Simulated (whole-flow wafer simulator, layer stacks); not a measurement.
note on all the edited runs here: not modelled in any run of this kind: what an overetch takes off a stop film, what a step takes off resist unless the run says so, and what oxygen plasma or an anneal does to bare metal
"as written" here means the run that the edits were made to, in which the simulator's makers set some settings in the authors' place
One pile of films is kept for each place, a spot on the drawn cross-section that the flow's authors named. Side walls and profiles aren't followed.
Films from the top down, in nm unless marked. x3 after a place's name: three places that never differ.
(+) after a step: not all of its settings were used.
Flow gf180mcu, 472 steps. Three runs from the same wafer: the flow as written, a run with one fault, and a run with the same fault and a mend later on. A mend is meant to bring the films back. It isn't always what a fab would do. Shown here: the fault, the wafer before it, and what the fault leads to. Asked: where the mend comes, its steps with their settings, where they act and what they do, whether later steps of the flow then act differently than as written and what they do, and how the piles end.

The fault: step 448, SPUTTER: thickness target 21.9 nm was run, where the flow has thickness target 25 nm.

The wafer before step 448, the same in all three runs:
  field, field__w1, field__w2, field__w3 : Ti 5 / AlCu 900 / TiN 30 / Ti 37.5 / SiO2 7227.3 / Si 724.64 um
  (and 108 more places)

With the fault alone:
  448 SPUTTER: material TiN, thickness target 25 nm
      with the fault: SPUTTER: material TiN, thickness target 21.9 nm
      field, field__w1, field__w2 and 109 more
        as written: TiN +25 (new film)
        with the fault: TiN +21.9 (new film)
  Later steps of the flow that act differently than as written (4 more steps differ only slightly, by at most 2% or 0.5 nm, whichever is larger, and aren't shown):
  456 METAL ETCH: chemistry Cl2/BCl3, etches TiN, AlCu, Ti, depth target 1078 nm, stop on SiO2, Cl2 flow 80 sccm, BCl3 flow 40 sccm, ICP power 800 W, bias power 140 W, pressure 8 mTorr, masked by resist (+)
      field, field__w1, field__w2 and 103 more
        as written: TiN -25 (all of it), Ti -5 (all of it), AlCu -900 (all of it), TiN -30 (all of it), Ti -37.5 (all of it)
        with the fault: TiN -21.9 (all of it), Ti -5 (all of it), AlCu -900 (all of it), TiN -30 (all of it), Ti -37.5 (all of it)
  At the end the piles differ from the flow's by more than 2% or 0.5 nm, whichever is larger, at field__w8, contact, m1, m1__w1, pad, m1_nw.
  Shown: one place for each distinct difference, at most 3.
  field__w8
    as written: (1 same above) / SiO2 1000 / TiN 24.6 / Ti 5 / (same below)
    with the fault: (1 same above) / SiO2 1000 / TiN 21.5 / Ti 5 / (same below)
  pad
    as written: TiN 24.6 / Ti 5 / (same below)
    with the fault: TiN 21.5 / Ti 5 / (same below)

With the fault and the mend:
  The mend comes after step 448.
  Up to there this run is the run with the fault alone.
  448a SPUTTER: material TiN, thickness target 3.1 nm (the flow's step 448 once more, with other settings)
      field, field__w1, field__w2 and 109 more
        TiN +3.1
  No later step of the flow acts differently than as written at any place that is followed.
  At the end the piles are the same as the flow's at every place that both follow.
